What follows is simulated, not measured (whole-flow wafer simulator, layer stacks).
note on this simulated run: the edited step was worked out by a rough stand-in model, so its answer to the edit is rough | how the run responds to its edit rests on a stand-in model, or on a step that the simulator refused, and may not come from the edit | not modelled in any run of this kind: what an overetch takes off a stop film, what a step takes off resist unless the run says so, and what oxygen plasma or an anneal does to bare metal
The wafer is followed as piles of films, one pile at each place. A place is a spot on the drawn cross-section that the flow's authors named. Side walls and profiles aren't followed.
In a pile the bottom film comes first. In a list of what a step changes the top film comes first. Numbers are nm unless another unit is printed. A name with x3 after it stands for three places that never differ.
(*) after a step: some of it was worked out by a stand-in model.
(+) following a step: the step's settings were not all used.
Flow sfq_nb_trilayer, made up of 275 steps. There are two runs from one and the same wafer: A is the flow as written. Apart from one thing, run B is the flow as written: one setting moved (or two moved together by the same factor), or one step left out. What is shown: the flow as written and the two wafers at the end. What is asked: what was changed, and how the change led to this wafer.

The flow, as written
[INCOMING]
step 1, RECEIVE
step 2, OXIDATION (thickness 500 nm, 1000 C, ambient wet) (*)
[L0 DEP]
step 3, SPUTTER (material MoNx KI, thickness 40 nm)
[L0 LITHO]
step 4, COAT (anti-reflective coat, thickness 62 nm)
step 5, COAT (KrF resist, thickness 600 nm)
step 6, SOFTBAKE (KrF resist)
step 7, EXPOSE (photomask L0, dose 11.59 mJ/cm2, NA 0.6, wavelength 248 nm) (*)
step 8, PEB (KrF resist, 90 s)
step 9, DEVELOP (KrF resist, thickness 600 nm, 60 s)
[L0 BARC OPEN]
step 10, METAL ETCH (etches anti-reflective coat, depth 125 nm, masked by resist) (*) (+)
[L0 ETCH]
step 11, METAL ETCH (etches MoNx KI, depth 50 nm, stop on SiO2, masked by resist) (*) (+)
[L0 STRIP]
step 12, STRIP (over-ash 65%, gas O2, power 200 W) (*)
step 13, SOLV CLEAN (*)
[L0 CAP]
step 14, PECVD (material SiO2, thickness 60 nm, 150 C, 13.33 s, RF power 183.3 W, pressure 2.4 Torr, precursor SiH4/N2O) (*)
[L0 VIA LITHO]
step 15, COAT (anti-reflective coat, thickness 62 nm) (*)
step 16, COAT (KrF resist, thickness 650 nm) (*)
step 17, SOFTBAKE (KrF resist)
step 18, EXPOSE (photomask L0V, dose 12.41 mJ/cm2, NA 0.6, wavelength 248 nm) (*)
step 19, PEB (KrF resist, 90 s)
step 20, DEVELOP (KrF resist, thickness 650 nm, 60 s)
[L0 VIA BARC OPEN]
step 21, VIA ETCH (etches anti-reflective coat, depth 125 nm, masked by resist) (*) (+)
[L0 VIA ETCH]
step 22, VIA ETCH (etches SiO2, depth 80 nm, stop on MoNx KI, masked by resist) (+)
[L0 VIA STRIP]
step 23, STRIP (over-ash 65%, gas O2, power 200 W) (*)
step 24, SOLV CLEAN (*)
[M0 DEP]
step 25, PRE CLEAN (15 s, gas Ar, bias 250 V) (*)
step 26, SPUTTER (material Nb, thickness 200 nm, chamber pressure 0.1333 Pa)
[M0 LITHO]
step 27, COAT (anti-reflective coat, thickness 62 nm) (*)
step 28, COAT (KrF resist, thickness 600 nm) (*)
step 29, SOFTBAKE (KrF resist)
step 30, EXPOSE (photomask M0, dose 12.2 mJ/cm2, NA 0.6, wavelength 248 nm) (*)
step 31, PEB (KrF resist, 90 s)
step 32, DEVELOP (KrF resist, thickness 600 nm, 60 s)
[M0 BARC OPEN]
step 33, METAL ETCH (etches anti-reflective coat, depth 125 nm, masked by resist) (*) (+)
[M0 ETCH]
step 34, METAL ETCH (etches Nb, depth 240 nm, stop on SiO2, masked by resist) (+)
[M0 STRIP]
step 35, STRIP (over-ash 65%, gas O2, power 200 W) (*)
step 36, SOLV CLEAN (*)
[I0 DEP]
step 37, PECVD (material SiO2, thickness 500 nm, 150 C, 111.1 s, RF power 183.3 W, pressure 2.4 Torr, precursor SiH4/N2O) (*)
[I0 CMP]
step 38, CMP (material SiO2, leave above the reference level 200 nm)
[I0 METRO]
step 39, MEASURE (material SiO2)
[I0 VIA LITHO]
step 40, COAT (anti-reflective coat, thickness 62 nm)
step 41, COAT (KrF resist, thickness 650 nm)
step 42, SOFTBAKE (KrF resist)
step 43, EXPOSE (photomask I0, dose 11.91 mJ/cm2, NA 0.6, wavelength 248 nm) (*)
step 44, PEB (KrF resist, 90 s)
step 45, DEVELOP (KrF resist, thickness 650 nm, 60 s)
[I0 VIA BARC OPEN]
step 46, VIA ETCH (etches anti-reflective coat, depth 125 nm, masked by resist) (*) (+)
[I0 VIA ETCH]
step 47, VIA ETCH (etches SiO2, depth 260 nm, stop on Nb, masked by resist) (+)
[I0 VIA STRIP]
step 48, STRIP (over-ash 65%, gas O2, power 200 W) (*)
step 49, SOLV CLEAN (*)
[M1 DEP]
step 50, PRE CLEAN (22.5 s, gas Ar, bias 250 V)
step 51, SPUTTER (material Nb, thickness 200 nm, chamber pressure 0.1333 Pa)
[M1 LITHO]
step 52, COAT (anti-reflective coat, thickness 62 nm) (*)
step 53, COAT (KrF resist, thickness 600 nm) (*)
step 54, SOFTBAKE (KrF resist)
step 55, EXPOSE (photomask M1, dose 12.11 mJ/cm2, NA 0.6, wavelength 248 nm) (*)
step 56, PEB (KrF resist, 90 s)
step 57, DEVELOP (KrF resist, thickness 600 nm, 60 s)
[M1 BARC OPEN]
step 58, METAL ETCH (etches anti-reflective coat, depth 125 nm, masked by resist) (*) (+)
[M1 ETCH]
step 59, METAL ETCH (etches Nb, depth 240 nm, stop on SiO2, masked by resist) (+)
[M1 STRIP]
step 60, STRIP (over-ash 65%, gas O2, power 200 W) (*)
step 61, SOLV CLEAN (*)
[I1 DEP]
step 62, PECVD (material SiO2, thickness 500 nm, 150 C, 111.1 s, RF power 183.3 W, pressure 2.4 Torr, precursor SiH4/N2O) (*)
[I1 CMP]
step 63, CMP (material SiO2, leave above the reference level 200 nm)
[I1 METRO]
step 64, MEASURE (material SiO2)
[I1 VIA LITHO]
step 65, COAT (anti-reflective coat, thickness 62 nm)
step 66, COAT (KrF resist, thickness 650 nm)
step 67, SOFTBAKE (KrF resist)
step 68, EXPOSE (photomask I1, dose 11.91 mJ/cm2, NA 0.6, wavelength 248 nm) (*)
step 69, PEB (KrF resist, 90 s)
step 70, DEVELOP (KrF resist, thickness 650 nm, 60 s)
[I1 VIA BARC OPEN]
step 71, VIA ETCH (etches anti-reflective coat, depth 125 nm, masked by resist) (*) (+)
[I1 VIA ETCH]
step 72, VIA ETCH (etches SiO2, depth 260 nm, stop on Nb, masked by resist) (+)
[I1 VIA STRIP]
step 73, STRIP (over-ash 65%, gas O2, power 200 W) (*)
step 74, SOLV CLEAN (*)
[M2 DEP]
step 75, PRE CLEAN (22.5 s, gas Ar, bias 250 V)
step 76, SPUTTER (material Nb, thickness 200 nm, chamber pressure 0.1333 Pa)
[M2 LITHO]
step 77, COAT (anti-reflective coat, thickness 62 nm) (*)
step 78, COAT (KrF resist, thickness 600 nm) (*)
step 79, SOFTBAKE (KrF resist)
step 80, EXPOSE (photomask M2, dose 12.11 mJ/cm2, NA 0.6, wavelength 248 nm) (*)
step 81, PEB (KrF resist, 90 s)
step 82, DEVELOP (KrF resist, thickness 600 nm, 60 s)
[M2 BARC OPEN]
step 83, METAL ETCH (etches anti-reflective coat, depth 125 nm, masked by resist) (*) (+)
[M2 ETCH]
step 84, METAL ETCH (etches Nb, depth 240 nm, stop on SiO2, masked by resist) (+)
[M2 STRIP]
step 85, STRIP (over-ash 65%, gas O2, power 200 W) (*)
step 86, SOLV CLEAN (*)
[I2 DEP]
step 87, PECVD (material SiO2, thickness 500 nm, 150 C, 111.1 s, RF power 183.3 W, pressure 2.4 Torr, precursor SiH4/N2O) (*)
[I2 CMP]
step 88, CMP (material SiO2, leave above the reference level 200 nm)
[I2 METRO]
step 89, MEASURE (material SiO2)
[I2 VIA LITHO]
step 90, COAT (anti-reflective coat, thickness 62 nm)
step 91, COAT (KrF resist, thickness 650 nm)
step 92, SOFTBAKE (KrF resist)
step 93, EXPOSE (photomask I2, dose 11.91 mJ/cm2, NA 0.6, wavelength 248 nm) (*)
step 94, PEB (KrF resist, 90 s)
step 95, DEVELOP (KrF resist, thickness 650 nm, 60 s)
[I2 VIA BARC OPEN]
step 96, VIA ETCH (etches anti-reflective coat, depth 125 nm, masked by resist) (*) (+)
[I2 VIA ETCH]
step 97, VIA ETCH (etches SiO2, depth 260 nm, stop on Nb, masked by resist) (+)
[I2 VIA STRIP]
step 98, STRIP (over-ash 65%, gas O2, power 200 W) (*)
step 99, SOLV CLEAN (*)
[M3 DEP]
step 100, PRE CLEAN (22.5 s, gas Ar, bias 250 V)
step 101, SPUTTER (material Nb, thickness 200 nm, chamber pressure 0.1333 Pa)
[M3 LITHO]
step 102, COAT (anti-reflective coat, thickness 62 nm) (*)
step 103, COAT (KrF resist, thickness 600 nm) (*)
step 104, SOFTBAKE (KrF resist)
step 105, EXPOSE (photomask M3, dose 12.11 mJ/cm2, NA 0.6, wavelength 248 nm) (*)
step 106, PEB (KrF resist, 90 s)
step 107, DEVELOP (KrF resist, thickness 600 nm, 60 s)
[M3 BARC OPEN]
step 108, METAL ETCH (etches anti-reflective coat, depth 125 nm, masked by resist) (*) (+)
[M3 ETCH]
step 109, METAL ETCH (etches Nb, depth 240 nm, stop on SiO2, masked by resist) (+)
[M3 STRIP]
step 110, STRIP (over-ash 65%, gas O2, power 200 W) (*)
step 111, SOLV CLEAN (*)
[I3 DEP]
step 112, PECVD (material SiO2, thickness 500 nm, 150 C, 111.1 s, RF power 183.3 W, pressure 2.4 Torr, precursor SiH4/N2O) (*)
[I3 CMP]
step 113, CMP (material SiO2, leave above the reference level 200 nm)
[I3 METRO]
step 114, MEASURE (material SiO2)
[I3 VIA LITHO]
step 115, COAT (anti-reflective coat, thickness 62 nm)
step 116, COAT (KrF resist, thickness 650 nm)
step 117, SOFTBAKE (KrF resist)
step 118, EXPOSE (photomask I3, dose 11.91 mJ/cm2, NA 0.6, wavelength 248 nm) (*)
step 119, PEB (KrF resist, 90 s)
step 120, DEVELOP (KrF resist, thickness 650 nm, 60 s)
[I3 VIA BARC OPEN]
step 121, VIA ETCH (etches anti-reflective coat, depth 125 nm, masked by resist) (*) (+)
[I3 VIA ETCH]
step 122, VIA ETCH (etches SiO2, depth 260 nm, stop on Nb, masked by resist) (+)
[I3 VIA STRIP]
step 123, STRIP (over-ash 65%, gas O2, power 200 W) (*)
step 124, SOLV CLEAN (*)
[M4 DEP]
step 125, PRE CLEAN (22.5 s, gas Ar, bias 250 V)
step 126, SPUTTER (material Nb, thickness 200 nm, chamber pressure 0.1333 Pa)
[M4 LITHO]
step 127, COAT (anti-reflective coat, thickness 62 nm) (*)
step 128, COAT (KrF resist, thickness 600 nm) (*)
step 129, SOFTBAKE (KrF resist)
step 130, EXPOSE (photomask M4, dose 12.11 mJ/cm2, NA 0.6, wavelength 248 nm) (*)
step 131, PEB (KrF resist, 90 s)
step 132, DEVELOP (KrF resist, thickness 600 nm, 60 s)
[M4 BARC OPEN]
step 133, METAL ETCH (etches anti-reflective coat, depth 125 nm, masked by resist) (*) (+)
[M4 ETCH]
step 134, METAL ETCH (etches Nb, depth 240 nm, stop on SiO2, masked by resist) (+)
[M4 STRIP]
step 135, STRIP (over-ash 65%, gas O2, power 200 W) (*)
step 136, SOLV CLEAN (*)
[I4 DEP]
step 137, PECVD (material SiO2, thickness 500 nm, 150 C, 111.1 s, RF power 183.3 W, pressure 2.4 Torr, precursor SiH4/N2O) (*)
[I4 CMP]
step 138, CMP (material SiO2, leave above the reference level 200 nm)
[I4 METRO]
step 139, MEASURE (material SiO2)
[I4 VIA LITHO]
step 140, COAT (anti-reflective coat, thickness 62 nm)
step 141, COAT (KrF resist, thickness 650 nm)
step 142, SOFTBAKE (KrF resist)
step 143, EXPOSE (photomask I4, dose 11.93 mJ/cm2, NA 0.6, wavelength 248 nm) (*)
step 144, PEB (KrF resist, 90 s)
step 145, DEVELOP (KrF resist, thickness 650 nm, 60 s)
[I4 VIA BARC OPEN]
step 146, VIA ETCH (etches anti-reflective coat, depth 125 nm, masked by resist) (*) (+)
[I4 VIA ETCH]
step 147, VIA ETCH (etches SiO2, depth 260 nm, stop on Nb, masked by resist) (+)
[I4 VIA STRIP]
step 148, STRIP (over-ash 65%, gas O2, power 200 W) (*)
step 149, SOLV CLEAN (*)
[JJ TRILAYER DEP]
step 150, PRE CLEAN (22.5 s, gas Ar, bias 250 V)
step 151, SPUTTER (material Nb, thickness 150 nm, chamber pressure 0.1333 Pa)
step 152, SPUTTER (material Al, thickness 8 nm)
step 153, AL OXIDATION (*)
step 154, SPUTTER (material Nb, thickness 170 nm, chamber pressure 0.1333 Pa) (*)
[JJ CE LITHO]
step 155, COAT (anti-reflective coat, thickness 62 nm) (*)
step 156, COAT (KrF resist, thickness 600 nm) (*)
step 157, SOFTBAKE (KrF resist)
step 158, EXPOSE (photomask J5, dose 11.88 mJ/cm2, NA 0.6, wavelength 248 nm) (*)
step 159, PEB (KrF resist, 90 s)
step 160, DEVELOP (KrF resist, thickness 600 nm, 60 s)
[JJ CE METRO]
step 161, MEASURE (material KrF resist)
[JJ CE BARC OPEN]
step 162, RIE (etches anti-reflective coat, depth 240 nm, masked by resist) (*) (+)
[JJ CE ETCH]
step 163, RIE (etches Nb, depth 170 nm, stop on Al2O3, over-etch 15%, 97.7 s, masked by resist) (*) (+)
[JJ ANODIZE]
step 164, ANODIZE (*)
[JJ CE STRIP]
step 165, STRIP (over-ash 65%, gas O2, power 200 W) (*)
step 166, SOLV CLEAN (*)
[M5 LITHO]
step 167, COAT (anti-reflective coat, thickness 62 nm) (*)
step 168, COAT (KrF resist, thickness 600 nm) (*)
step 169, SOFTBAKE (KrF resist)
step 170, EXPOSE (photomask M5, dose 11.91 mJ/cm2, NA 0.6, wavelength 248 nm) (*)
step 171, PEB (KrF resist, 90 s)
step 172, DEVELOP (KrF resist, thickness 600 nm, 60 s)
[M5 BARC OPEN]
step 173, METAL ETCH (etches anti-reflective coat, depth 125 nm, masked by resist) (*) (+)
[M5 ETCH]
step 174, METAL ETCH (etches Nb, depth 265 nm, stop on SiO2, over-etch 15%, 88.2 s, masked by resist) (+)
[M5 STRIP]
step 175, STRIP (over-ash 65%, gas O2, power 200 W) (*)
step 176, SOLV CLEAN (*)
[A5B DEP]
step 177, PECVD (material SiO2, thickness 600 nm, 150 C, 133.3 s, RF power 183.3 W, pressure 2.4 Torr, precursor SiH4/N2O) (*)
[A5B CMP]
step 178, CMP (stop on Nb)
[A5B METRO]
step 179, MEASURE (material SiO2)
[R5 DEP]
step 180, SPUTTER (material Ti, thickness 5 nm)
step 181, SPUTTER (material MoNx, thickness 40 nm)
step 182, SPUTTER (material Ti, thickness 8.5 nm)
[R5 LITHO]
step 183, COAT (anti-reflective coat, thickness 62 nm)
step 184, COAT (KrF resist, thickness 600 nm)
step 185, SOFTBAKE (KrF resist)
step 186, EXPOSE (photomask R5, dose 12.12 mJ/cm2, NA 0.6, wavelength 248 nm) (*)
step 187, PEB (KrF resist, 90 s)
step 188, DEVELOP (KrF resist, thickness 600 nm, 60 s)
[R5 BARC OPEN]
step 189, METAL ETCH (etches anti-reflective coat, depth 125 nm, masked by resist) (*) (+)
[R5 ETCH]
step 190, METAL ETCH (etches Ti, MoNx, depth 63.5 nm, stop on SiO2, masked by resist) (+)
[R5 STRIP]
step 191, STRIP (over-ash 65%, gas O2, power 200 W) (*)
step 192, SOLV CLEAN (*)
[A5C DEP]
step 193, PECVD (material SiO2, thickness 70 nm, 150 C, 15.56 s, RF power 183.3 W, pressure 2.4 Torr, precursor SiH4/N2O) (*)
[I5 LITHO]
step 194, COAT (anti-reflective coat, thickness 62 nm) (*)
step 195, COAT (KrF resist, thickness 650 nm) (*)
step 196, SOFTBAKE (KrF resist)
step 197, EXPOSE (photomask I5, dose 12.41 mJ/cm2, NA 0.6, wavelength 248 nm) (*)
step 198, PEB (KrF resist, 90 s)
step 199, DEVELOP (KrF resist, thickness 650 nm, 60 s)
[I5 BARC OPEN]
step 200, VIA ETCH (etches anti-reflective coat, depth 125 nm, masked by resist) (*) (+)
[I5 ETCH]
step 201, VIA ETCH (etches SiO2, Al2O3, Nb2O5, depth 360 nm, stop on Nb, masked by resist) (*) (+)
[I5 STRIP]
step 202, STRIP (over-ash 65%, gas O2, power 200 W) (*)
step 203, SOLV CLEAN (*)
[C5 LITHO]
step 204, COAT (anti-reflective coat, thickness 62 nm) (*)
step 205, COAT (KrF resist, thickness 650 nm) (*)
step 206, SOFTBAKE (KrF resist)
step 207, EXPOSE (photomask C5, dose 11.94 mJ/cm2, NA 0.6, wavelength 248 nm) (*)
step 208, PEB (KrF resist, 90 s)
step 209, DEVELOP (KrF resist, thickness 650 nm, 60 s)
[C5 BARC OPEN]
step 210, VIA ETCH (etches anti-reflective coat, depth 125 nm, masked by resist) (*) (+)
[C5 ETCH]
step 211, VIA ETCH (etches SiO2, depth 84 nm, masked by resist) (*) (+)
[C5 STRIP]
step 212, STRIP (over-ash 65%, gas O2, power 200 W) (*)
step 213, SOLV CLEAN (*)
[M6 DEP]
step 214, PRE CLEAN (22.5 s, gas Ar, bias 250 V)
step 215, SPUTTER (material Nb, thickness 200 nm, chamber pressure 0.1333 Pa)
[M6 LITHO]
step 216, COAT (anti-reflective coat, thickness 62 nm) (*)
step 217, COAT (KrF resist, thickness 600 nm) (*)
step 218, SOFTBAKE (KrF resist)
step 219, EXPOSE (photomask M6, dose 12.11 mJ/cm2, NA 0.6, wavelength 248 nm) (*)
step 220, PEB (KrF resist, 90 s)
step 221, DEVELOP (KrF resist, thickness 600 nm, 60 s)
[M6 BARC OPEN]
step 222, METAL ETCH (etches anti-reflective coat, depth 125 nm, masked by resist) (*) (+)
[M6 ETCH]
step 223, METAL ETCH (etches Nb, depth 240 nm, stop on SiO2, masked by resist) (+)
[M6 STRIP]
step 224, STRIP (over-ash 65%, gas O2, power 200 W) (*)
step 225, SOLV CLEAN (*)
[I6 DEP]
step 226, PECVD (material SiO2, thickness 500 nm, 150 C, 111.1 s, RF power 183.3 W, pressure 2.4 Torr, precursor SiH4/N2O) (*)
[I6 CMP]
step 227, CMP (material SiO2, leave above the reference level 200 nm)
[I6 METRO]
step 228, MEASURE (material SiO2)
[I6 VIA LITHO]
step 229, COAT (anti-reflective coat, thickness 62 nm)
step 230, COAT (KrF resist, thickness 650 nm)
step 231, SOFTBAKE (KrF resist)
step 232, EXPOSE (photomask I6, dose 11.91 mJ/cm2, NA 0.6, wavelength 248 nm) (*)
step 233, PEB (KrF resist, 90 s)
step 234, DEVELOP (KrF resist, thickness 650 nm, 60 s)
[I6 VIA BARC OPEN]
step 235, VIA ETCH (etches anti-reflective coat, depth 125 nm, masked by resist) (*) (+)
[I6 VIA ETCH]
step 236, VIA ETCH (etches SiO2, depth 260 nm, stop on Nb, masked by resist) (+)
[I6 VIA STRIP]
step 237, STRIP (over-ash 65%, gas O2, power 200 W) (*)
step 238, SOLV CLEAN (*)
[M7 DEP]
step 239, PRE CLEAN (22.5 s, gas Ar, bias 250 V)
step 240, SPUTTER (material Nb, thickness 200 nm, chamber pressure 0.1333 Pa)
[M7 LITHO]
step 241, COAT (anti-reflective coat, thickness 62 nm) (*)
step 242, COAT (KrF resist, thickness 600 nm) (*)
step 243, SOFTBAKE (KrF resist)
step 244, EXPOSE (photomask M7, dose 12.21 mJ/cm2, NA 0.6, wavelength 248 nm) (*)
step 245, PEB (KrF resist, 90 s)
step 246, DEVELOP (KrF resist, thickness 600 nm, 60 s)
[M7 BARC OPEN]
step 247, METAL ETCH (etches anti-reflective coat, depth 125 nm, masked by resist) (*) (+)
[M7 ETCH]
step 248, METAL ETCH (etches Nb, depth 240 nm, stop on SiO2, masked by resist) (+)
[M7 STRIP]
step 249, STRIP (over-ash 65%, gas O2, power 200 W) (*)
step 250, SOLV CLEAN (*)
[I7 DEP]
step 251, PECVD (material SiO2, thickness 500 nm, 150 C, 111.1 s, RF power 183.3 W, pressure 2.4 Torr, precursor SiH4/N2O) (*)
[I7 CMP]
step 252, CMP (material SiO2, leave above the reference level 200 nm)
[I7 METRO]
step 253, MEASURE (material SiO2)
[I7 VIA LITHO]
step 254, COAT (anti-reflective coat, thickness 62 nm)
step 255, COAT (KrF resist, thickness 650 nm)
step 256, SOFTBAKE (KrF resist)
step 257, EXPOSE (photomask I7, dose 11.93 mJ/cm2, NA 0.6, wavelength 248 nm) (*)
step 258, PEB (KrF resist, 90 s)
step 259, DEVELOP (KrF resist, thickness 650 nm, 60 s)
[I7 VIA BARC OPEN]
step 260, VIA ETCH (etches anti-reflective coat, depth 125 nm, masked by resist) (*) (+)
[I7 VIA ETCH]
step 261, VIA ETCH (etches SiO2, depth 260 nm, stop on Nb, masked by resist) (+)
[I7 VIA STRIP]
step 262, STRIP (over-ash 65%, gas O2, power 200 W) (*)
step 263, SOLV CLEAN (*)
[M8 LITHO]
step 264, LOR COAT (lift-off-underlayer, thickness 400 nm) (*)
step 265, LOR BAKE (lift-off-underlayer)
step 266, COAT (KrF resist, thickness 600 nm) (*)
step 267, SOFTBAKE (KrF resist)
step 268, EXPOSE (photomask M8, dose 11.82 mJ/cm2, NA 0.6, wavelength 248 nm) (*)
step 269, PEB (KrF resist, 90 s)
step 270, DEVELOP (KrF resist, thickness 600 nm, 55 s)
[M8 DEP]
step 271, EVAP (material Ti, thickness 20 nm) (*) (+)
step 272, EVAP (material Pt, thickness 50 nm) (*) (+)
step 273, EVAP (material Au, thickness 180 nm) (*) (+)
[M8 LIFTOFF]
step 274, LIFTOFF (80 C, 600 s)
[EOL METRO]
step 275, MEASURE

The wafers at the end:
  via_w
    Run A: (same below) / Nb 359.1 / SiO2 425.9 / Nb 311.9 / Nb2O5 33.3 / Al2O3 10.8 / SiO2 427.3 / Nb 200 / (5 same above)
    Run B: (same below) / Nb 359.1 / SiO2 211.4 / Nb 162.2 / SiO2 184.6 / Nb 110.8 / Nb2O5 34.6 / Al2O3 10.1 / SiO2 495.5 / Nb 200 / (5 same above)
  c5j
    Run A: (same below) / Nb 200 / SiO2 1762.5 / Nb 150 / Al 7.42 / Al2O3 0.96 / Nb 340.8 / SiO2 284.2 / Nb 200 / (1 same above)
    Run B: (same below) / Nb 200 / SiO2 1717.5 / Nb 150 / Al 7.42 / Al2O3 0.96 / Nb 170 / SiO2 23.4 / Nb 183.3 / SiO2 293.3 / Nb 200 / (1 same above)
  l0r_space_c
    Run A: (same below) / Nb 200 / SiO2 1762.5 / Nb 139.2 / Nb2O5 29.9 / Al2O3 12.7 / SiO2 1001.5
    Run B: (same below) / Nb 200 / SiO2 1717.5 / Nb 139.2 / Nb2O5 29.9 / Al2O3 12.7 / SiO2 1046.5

What caused this: step 112, PECVD: thickness 255 nm was run, though the flow has thickness 500 nm; step 112, PECVD: 56.67 s was run, where the flow has 111.1 s.

How this came from the change, step by step:
  step 112, PECVD (material SiO2, thickness 500 nm, 150 C, 111.1 s, RF power 183.3 W, pressure 2.4 Torr, precursor SiH4/N2O) (*)
      field_l, be, be_sur and 64 more: A +500 SiO2 | B +255 SiO2
      v_sur, via_wl, via_wr and 27 more: A +500 SiO2 (new film) | B +255 SiO2 (new film)
      (also at 9 further places)
  step 113, CMP (material SiO2, leave above the reference level 200 nm)
      field_l, be, be_sur and 64 more: A -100 SiO2 | B nothing
      p4_g1, p4_g2, p3_s0, p3_s1, p3_s2, p3_s3, p3_s4, p3_s5: A -157.1 SiO2 | B nothing
      (also at 31 further places)
  step 115, COAT (anti-reflective coat, thickness 62 nm)
      m0r_space_l, m0r_space_r, m6r_space_l, m6r_space_r, m7r_space_l, m7r_space_r: A +62 anti-reflective coat (new film) | B +79.6 anti-reflective coat (new film)
      p3_s0, p3_s1, p3_s2, p3_s3: A +62 anti-reflective coat (new film) | B +106 anti-reflective coat (new film)
      (also at 76 further places)
  step 116, COAT (KrF resist, thickness 650 nm)
      m0r_space_l, m0r_space_r, m5r_space_l, m6r_space_l, m6r_space_r, m7r_space_l, m7r_space_r: A +650 KrF resist (new film) | B +668.4 KrF resist (new film)
      m0r_line_l, m0r_line_r, m6r_line_l, m6r_line_r, m7r_line_l, m7r_line_r: A +650 KrF resist (new film) | B +678.6 KrF resist (new film)
      (also at 70 further places)
  step 120, DEVELOP (KrF resist, thickness 650 nm, 60 s)
      via_v: A -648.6 KrF resist (all of it) | B -596.1 KrF resist (all of it)
  step 121, VIA ETCH (etches anti-reflective coat, depth 125 nm, masked by resist) (*) (+)
      field_l, v_sur, via_wl and 102 more: A -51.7 KrF resist | B -41.9 KrF resist
      via_v: A -62 anti-reflective coat (all of it), -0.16 SiO2 | B -50.3 anti-reflective coat (all of it), -0.13 SiO2
  step 123, STRIP (over-ash 65%, gas O2, power 200 W) (*)
      m0r_line_l, m0r_line_r, m6r_line_l, m6r_line_r, m7r_line_l, m7r_line_r: A -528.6 KrF resist (all of it), -62 anti-reflective coat (all of it) | B -566.9 KrF resist (all of it), -62.6 anti-reflective coat (all of it)
      m0r_space_l, m0r_space_r, m6r_space_l, m6r_space_r, m7r_space_l, m7r_space_r: A -528.6 KrF resist (all of it), -62 anti-reflective coat (all of it) | B -556.7 KrF resist (all of it), -79.6 anti-reflective coat (all of it)
      (also at 93 further places)
  step 126, SPUTTER (material Nb, thickness 200 nm, chamber pressure 0.1333 Pa)
      via_w: A +200 Nb (new film) | B +162.2 Nb (new film)
  step 127, COAT (anti-reflective coat, thickness 62 nm) (*)
      p3_l1, p3_l2, p3_l3: A +62 anti-reflective coat (new film) | B +44.5 anti-reflective coat (new film)
      p3_s1, p3_s2, p3_s3: A +62 anti-reflective coat (new film) | B +95.9 anti-reflective coat (new film)
      (also at 79 further places)
  step 128, COAT (KrF resist, thickness 600 nm) (*)
      m0r_line_l, m6r_line_l, m7r_line_l: A +600 KrF resist (new film) | B +625.9 KrF resist (new film)
      m0r_space_l, m6r_space_l, m7r_space_l: A +600 KrF resist (new film) | B +619.2 KrF resist (new film)
      (also at 77 further places)
  step 132, DEVELOP (KrF resist, thickness 600 nm, 60 s)
      m0r_line_l, m6r_line_l, m7r_line_l: A -598.7 KrF resist (all of it) | B -624.6 KrF resist (all of it)
      m0r_space_l, m6r_space_l, m7r_space_l: A -598.7 KrF resist (all of it) | B -617.9 KrF resist (all of it)
      (also at 41 further places)
  step 133, METAL ETCH (etches anti-reflective coat, depth 125 nm, masked by resist) (*) (+)
      m5r_linepad_l, m5r_linepad_r, r5r_spacepad_l, r5r_spacepad_r: A -62 anti-reflective coat (all of it) | B -125 anti-reflective coat
      v_sur, via_wl, via_w and 36 more: A -51.7 KrF resist | B -69.4 KrF resist
      (also at 45 further places)
  step 134, METAL ETCH (etches Nb, depth 240 nm, stop on SiO2, masked by resist) (+)
      m5r_linepad_l, m5r_linepad_r: A -200 Nb (all of it) | B -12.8 anti-reflective coat (all of it), -200 Nb (all of it)
      r5r_spacepad_l, r5r_spacepad_r: A -200 Nb (all of it) | B -13.7 anti-reflective coat (all of it), -200 Nb (all of it)
  step 135, STRIP (over-ash 65%, gas O2, power 200 W) (*)
      v_sur: A -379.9 KrF resist (all of it), -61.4 anti-reflective coat (all of it) | B -288 KrF resist (all of it), -41.3 anti-reflective coat (all of it)
      via_wl: A -379.4 KrF resist (all of it), -61.3 anti-reflective coat (all of it) | B -296.3 KrF resist (all of it), -34.9 anti-reflective coat (all of it)
      (also at 37 further places)
  step 137, PECVD (material SiO2, thickness 500 nm, 150 C, 111.1 s, RF power 183.3 W, pressure 2.4 Torr, precursor SiH4/N2O) (*)
      p3_s0, p3_s1, p3_s2, p3_s3, p3_s4, p3_s5: A +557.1 SiO2 | B +702.1 SiO2
      via_w: A +500 SiO2 (new film) | B +609.4 SiO2 (new film)
  step 138, CMP (material SiO2, leave above the reference level 200 nm)
      field_l, be, be_sur and 55 more: A -100 SiO2 | B nothing
      lsp_r, l0_sur, l0v: A -91.9 SiO2 | B nothing
      (also at 9 further places)
  ... 58 further steps ...
  step 274, LIFTOFF (80 C, 600 s)
      be: A -180 Au (all of it), -50 Pt (all of it), -20 Ti (all of it), -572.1 KrF resist (all of it), -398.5 lift-off-underlayer (all of it) | B -180 Au (all of it), -50 Pt (all of it), -20 Ti (all of it), -600.2 KrF resist (all of it), -623.8 lift-off-underlayer (all of it)
      be_sur: A -180 Au (all of it), -50 Pt (all of it), -20 Ti (all of it), -572.6 KrF resist (all of it), -398.9 lift-off-underlayer (all of it) | B -180 Au (all of it), -50 Pt (all of it), -20 Ti (all of it), -582.5 KrF resist (all of it), -377 lift-off-underlayer (all of it)
If metal films that touch count as one body, via_w has 6 bodies (between them, from the top down: SiO2 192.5; SiO2 495.5 / Al2O3 10.1 / Nb2O5 34.6; SiO2 184.6; SiO2 211.4; SiO2 416.9); the flow as written gives 5 bodies (between them, from the top down: SiO2 192.5; SiO2 427.3 / Al2O3 10.8 / Nb2O5 33.3; SiO2 425.9; SiO2 416.9).
If metal films that touch count as one body, c5j has 5 bodies (between them, from the top down: SiO2 293.3; SiO2 23.4; Al2O3 0.96; SiO2 1717.5); the flow as written gives 4 bodies (between them, from the top down: SiO2 284.2; Al2O3 0.96; SiO2 1762.5).
